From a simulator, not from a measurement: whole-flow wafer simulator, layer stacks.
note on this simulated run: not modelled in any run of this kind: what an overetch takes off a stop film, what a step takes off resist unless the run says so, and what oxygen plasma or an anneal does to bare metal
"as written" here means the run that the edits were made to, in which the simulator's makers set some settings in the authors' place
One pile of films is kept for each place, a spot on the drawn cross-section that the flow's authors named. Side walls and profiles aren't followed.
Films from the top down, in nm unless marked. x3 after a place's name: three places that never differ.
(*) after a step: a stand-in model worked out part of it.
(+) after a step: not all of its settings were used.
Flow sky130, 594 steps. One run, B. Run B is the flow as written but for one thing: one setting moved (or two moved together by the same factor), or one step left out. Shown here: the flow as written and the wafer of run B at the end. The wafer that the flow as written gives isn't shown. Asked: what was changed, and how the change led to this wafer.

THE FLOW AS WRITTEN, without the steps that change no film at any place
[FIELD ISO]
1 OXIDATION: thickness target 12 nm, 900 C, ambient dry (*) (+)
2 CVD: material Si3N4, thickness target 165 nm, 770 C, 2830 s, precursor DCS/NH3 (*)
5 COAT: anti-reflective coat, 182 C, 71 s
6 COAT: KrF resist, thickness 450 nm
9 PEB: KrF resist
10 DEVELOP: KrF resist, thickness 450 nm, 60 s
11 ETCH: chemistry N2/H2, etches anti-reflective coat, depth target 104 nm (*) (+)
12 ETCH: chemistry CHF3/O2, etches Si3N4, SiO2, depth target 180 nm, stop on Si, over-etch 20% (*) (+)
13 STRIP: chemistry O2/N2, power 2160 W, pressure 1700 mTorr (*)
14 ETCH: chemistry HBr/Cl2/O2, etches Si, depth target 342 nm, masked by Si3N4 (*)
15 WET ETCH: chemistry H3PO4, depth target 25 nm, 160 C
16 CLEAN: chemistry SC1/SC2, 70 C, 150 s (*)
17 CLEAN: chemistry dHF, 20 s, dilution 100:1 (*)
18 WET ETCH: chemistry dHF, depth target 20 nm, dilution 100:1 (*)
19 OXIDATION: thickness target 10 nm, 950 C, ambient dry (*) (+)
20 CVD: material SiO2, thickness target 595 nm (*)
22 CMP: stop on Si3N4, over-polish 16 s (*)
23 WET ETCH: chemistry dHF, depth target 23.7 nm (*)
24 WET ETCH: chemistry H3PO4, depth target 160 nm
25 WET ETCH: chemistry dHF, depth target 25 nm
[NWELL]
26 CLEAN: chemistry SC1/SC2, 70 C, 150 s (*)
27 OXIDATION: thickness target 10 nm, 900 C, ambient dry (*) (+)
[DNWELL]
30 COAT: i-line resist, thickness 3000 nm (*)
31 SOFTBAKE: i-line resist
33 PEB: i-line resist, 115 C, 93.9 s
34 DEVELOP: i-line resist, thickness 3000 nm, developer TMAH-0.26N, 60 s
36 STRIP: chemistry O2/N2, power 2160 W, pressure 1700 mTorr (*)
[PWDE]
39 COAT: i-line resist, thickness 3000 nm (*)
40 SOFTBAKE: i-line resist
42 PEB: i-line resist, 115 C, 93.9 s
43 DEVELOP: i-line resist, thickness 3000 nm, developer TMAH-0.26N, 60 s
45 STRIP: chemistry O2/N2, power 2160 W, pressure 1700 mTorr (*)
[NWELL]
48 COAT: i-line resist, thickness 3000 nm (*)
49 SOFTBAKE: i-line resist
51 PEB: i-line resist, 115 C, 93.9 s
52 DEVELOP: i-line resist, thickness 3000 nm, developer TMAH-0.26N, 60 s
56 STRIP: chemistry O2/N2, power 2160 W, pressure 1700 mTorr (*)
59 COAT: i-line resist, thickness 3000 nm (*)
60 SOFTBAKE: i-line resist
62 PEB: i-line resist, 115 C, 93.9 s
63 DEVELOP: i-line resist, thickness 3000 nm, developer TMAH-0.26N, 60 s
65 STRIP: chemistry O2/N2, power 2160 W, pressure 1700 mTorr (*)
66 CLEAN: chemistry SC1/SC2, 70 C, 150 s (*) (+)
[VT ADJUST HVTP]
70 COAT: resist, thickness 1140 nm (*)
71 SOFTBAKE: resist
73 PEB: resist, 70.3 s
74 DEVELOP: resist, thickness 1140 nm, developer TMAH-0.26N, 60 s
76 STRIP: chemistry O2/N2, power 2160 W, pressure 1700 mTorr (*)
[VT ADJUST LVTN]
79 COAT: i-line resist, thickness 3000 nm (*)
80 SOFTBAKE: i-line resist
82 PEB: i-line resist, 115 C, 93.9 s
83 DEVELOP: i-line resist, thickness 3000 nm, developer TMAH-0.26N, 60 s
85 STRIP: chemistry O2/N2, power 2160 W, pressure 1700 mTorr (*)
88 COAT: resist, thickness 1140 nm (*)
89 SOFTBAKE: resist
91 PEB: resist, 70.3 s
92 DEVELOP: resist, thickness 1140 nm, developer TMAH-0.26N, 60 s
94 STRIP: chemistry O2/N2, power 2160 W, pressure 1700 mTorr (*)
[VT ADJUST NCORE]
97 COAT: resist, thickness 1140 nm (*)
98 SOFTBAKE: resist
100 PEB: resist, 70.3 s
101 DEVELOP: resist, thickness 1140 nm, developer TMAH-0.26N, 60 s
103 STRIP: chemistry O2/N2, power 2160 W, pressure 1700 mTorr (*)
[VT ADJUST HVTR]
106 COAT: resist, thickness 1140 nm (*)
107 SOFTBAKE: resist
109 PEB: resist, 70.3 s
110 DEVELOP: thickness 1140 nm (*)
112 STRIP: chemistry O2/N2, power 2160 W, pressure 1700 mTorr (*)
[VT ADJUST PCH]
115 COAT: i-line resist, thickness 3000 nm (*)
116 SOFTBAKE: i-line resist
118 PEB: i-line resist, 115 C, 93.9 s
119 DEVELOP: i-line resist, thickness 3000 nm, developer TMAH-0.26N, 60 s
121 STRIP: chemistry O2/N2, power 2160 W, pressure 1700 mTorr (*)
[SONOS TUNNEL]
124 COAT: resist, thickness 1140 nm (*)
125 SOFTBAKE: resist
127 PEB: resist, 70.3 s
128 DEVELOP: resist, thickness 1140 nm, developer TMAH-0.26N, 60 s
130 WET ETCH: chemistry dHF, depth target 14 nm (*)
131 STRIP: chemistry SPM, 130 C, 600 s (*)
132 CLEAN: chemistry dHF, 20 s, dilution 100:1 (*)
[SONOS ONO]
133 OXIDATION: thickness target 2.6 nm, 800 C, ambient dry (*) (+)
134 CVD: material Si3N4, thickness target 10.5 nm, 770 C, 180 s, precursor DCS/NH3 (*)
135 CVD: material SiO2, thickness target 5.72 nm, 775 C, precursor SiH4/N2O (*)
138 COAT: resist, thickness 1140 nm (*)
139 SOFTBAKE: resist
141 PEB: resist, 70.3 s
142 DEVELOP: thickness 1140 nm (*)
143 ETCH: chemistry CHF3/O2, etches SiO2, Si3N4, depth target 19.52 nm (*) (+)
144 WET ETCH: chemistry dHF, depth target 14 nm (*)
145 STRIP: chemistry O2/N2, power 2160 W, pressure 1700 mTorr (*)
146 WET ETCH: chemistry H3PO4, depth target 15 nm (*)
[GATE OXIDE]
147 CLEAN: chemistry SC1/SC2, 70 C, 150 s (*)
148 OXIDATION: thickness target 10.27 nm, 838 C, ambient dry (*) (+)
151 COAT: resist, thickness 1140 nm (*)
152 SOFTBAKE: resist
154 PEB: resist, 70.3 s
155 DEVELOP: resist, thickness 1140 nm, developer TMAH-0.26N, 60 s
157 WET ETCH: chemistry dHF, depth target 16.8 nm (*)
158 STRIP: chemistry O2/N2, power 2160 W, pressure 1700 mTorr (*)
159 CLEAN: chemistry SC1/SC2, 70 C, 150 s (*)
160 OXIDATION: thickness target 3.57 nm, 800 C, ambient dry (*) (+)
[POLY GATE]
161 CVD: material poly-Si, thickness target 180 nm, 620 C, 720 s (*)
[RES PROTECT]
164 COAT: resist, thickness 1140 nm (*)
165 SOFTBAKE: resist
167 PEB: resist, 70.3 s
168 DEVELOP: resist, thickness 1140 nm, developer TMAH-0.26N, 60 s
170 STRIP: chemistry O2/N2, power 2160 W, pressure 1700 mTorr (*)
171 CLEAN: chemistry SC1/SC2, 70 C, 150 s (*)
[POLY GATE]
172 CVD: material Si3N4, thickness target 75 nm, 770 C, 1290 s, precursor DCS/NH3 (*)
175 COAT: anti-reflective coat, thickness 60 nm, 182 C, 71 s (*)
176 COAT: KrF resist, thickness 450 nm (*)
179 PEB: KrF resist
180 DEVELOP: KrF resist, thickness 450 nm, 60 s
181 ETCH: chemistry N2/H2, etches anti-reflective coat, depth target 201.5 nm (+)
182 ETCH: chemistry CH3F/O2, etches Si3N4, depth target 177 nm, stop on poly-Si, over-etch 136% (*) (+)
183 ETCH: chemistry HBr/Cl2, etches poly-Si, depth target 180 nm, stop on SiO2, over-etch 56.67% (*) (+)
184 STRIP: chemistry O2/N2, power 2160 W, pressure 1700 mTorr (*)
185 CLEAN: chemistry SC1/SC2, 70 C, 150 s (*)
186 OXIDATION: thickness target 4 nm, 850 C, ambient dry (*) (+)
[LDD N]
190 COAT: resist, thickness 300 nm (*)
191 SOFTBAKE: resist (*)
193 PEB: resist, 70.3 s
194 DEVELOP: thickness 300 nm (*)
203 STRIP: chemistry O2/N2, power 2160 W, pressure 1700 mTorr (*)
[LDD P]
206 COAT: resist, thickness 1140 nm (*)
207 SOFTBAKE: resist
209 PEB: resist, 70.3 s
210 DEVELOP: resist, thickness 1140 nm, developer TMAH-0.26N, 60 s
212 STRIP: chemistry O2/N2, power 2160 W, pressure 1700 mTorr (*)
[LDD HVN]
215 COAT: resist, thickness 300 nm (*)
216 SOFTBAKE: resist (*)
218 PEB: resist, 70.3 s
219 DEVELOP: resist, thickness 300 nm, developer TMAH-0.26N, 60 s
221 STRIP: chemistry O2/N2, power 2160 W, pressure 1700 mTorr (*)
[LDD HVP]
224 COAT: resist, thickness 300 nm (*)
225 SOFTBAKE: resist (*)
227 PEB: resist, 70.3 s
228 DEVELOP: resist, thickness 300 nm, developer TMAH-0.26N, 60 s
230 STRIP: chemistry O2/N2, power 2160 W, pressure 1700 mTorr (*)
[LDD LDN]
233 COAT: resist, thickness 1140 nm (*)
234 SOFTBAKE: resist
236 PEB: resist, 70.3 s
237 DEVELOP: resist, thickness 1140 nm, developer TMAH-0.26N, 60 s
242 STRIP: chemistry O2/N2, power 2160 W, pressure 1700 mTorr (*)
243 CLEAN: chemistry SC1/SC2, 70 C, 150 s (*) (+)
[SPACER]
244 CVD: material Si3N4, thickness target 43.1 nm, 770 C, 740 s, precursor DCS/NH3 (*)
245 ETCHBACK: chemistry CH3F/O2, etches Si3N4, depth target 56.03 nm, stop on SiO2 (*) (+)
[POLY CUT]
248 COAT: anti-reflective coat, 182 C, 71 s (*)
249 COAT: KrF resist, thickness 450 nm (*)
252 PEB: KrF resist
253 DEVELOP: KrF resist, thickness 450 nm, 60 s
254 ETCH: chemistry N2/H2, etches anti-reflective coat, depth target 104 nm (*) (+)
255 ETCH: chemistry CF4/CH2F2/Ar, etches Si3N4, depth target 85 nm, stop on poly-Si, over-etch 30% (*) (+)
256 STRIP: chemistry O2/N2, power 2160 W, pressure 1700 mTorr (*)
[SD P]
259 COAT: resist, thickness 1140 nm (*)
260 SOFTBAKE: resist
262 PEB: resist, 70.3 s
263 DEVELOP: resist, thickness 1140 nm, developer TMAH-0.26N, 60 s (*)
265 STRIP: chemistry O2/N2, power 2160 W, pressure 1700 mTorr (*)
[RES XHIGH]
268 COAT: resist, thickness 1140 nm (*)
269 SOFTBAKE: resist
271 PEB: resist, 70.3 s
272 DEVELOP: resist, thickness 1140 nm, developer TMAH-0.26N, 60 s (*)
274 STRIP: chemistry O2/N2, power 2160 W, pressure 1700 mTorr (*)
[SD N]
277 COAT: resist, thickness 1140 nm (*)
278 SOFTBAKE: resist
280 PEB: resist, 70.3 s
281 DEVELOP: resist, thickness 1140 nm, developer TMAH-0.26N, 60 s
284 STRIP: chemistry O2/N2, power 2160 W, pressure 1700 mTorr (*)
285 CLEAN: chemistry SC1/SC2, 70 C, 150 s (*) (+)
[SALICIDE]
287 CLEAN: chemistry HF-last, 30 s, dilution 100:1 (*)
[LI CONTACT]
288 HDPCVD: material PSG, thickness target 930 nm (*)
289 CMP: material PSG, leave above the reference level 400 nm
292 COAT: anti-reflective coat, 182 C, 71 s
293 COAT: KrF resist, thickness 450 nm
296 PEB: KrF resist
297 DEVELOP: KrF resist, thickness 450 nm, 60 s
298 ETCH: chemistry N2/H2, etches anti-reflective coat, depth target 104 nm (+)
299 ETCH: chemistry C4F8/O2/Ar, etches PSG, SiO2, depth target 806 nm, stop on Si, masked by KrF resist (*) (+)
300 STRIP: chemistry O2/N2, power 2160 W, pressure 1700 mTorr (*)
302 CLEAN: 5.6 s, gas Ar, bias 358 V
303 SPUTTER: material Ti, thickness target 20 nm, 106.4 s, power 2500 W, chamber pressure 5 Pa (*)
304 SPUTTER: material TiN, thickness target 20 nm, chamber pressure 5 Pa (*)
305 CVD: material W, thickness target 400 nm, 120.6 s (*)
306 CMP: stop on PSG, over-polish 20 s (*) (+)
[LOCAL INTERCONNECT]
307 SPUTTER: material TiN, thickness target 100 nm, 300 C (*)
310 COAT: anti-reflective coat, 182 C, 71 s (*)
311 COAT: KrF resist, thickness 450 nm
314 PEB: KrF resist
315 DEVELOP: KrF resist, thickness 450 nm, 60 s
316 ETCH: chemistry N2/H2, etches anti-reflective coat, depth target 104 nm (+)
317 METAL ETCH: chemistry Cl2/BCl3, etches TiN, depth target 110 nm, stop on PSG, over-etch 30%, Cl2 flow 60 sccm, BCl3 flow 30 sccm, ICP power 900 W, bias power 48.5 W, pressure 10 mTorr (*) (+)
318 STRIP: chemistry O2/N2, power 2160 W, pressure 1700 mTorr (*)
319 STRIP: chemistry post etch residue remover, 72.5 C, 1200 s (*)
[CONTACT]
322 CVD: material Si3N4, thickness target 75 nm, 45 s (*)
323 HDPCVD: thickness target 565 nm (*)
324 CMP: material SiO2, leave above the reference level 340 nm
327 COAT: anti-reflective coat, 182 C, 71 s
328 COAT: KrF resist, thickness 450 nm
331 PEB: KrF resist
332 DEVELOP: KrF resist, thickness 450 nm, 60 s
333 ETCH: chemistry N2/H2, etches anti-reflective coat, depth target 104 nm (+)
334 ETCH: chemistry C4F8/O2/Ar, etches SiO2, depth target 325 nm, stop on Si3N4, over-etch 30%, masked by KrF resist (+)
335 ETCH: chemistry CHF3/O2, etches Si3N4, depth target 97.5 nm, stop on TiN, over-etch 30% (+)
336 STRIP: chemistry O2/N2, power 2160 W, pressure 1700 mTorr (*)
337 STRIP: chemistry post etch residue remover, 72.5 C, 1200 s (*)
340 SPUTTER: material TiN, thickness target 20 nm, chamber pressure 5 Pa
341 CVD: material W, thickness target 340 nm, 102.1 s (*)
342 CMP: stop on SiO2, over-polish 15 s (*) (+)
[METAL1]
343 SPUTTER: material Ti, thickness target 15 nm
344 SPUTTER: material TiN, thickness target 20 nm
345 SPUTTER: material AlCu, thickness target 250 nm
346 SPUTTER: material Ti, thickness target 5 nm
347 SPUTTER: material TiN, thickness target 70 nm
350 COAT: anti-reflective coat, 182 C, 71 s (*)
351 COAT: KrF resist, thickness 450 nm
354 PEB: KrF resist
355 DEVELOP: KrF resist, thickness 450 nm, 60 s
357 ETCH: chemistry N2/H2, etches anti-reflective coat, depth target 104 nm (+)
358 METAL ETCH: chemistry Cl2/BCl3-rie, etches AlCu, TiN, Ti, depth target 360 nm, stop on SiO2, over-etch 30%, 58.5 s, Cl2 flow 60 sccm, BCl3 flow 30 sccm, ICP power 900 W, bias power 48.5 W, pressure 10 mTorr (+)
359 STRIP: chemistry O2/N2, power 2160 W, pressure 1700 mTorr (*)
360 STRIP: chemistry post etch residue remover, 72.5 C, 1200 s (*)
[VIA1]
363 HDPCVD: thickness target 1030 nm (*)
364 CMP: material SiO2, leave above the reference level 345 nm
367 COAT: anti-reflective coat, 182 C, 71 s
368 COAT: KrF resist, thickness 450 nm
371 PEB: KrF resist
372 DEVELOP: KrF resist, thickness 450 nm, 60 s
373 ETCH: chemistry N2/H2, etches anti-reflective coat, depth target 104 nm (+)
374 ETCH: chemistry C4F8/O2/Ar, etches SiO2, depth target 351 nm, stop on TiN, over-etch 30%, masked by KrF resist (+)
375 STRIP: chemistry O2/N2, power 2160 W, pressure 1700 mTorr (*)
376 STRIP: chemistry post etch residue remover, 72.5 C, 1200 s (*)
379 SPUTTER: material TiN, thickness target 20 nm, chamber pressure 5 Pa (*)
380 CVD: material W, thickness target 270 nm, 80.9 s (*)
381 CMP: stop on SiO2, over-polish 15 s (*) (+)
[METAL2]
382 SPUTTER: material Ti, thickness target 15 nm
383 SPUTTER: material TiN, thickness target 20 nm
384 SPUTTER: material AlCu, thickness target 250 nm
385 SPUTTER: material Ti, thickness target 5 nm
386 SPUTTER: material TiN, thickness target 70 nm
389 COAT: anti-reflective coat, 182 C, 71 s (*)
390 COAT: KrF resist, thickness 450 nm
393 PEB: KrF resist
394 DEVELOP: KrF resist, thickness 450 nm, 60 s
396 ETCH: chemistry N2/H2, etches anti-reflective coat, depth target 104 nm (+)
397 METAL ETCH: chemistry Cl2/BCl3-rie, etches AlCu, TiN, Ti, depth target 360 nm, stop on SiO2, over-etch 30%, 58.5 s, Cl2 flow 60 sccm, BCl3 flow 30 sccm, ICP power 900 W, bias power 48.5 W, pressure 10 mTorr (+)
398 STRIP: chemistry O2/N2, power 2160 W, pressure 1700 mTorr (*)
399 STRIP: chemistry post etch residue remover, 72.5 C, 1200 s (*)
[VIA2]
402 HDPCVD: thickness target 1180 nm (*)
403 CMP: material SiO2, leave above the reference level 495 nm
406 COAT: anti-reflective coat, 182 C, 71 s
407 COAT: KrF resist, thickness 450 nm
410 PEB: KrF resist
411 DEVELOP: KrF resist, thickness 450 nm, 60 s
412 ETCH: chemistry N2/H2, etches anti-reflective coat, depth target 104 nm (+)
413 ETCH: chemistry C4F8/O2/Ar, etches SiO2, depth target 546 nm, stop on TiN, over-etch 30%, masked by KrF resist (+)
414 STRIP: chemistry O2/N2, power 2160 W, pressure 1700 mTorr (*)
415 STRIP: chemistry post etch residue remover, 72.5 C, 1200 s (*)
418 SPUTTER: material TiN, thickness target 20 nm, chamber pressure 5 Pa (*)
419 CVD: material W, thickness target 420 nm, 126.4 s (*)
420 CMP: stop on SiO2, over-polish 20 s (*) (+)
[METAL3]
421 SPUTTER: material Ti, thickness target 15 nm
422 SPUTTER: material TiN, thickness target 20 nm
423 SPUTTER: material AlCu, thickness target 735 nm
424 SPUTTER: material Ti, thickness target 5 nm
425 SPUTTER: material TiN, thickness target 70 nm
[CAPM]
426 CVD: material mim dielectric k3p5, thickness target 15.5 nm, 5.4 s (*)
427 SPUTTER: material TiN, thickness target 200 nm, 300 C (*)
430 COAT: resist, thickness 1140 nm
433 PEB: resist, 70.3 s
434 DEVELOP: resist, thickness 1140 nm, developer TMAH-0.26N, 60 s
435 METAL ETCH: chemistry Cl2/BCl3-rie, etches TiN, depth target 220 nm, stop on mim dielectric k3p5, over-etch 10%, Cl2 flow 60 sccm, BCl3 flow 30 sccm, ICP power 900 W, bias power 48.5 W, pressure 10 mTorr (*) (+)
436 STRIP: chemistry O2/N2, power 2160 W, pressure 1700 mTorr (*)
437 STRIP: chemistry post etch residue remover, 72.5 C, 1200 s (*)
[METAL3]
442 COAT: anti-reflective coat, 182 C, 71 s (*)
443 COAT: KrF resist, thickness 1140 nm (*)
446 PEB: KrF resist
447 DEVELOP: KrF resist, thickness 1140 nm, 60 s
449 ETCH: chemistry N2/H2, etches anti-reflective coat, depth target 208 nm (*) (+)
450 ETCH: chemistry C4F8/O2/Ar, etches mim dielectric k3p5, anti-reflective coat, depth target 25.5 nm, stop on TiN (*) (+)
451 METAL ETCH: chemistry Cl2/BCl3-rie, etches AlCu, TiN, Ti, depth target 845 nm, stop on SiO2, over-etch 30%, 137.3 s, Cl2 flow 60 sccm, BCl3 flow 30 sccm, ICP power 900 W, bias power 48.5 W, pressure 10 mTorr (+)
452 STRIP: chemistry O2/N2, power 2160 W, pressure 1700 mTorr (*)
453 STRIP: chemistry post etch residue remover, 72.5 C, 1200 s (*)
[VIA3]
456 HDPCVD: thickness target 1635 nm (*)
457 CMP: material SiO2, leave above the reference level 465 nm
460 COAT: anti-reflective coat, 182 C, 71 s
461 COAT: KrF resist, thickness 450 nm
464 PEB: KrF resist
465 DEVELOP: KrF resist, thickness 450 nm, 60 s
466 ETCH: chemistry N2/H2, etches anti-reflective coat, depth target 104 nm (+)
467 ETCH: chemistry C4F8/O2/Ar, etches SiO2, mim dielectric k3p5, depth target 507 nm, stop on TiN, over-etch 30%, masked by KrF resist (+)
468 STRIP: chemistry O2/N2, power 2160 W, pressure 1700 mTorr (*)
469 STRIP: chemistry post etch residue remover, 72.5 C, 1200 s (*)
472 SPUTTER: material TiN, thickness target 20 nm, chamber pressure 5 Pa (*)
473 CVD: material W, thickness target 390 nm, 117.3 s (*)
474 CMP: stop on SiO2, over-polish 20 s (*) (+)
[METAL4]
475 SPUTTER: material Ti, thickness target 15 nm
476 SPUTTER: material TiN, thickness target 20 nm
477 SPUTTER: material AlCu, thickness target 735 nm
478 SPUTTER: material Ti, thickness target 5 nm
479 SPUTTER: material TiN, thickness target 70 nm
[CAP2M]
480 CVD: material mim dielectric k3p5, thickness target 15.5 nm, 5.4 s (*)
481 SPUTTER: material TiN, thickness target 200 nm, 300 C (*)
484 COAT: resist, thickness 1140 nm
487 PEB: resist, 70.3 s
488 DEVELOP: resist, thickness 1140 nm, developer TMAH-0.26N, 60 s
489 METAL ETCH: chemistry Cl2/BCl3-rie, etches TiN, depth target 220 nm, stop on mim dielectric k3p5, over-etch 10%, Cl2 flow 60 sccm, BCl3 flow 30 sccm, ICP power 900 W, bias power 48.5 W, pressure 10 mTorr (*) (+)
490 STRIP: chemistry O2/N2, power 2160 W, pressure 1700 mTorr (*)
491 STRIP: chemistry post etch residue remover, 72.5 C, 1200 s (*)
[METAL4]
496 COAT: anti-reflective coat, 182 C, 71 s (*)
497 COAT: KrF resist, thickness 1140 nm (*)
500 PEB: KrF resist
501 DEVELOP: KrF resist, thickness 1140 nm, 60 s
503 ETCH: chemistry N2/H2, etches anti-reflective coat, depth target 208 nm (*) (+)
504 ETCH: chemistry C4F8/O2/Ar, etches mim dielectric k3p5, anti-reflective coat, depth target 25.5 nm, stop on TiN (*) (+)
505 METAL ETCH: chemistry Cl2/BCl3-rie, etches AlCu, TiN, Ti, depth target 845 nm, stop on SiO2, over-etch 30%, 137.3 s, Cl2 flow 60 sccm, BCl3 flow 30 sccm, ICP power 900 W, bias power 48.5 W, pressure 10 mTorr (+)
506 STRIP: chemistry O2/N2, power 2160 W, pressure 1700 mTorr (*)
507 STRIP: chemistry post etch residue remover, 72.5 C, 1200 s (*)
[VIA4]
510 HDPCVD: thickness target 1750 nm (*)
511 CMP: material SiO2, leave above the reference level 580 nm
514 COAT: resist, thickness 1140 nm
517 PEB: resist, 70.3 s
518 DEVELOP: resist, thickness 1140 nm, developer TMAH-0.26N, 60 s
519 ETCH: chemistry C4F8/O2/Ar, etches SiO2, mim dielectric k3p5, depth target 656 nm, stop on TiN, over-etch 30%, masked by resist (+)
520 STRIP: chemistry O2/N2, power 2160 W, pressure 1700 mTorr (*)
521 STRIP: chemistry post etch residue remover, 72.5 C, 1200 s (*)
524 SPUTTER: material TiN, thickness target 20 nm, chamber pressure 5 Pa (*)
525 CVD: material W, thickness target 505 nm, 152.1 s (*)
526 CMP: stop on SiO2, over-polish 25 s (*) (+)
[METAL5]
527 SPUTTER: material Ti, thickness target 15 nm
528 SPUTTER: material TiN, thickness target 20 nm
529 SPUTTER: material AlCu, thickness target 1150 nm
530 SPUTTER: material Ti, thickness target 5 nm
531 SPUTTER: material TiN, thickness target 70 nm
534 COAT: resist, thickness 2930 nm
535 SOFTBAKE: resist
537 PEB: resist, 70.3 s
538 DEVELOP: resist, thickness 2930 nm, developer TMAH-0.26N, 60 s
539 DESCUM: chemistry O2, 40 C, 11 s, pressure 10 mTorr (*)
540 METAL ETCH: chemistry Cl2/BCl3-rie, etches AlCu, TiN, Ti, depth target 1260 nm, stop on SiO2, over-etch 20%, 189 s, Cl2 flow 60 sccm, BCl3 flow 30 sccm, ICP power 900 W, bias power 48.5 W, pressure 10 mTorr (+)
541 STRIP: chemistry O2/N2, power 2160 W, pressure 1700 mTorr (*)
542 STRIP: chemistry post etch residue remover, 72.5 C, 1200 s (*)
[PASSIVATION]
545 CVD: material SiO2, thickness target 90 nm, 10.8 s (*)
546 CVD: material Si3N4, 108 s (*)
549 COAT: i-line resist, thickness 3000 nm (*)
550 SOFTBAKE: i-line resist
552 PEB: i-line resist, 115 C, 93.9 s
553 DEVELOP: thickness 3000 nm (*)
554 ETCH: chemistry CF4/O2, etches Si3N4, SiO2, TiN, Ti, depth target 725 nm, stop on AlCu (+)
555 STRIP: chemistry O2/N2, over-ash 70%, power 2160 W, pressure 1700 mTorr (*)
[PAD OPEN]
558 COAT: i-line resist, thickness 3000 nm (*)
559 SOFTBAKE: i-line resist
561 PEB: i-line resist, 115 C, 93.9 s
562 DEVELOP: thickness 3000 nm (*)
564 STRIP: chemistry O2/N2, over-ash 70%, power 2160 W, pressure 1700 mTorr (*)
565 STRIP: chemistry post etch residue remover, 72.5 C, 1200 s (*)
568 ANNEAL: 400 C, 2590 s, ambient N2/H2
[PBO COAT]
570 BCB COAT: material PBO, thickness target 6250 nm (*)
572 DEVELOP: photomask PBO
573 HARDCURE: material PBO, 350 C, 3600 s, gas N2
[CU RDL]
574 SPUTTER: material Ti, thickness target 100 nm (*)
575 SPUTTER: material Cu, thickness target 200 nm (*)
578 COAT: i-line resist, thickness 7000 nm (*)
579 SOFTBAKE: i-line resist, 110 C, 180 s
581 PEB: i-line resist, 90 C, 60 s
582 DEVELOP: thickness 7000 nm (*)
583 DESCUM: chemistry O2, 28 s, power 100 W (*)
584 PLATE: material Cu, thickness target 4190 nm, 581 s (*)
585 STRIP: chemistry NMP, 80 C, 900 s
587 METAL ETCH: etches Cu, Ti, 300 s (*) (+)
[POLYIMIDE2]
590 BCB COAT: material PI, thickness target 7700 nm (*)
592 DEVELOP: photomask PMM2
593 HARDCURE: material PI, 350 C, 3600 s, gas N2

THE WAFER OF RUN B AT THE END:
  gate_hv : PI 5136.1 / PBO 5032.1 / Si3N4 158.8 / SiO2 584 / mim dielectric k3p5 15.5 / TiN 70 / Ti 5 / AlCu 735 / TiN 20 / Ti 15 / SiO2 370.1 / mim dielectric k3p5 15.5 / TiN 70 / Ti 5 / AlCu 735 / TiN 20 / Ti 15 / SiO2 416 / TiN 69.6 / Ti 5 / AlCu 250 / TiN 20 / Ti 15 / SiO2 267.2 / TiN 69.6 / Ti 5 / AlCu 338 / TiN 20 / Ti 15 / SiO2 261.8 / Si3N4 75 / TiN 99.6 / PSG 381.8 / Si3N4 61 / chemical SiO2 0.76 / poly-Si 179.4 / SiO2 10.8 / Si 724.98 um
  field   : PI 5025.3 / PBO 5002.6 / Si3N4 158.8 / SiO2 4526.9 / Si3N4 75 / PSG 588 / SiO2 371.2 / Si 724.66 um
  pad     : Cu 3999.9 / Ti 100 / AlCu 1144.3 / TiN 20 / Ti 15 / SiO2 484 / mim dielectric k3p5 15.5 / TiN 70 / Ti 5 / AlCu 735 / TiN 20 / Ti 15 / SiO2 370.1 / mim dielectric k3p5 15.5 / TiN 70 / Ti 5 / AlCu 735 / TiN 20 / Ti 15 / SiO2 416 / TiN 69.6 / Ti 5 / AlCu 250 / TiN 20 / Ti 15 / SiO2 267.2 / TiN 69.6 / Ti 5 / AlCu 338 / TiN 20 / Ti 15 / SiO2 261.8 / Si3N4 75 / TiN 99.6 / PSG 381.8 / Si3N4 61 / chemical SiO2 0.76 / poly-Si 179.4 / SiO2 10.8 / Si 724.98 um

The cause: step 345, SPUTTER: thickness target 338 nm was run, where the flow has thickness target 250 nm.
It can be read off the wafer: gate_hv has AlCu 338, and step 345 as written asks for 250 nm.

How the change led to this, step by step:
  345 SPUTTER: material AlCu, thickness target 250 nm
      field, active, n_well and 188 more: AlCu +338 (new film) (as written it would be: AlCu +250 (new film))
  358 METAL ETCH: chemistry Cl2/BCl3-rie, etches AlCu, TiN, Ti, depth target 360 nm, stop on SiO2, over-etch 30%, 58.5 s, Cl2 flow 60 sccm, BCl3 flow 30 sccm, ICP power 900 W, bias power 48.5 W, pressure 10 mTorr (+)
      field, active, gate and 81 more: TiN -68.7 (all of it), Ti -5 (all of it), AlCu -338 (all of it), TiN -20 (all of it), Ti -15 (all of it), SiO2 -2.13 (as written it would be: TiN -68.7 (all of it), Ti -5 (all of it), AlCu -250 (all of it), TiN -20 (all of it), Ti -15 (all of it), SiO2 -10.9)
  364 CMP: material SiO2, leave above the reference level 345 nm
      field, active, gate and 81 more: SiO2 -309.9 (as written it would be: SiO2 -389.1)
